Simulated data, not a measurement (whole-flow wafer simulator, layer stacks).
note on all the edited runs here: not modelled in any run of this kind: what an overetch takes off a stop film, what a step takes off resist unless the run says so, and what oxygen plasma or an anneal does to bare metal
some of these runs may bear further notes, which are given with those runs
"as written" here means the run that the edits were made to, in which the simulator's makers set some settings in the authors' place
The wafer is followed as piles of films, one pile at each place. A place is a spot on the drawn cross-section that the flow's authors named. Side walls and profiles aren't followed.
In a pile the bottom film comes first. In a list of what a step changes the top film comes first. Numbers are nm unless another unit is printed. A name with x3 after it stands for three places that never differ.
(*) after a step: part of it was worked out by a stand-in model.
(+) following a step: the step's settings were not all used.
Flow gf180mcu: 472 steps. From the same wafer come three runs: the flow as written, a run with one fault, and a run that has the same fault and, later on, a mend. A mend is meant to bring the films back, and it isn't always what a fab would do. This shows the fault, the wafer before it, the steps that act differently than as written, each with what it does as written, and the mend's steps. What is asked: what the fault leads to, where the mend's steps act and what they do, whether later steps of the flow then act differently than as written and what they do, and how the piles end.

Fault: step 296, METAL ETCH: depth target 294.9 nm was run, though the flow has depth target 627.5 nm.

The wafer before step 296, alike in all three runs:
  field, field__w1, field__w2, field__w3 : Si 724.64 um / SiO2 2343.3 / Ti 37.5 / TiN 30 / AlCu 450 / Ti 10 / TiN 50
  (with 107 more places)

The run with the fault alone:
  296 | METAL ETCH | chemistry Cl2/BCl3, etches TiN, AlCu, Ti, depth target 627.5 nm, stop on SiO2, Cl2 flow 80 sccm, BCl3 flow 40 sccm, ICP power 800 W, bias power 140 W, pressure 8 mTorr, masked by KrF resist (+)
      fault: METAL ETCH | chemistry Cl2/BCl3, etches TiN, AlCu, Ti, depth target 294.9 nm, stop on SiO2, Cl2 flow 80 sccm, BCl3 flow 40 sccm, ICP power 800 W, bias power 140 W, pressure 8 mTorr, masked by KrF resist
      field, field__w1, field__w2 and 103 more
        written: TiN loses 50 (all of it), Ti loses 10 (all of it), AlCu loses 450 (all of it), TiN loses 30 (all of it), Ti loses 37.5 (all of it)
        fault: TiN loses 50 (all of it), Ti loses 10 (all of it), AlCu loses 234.9
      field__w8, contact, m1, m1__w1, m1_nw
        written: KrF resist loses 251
        fault: KrF resist loses 118
  Steps further on in the flow that do not act as written:
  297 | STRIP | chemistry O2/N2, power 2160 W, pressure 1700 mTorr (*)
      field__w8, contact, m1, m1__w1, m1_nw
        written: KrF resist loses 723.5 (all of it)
        fault: KrF resist loses 856.6 (all of it)
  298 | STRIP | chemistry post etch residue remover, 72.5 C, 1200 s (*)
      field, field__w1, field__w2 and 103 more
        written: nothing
        fault: AlCu loses 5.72
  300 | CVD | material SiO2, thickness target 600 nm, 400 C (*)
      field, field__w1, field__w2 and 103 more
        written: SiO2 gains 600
        fault: SiO2 gains 600 (new film)
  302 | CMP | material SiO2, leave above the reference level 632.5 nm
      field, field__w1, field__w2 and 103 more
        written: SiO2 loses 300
        fault: SiO2 loses 576.9
  At field, field__w1, field__w2 and 104 more, the piles at the end differ from the flow's by more than 2% or 0.5 nm, whichever is larger.
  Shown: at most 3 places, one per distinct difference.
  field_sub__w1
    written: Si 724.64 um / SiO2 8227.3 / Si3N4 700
    fault: Si 724.64 um / SiO2 2343.2 / Ti 37.5 / TiN 30 / AlCu 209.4 / SiO2 5607.1 / Si3N4 700
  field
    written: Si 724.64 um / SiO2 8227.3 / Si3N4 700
    fault: Si 724.64 um / SiO2 2343.3 / Ti 37.5 / TiN 30 / AlCu 209.4 / SiO2 5607.1 / Si3N4 700
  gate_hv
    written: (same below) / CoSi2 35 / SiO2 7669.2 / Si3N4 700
    fault: (same below) / CoSi2 35 / SiO2 1785.1 / Ti 37.5 / TiN 30 / AlCu 209.4 / SiO2 5607.1 / Si3N4 700

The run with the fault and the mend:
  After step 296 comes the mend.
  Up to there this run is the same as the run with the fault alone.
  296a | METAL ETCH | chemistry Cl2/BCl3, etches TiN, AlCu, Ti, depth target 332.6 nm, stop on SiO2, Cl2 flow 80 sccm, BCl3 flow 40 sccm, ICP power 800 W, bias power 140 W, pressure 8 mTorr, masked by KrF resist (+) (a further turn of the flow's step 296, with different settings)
      field, field__w1, field__w2 and 103 more
        AlCu loses 215.1 (all of it), TiN loses 30 (all of it), Ti loses 37.5 (all of it)
      field__w8, contact, m1, m1__w1, m1_nw
        KrF resist loses 133
  None of the later steps of the flow acts differently than as written at any place that is followed.
  At every place that both follow, the piles at the end match the flow's.
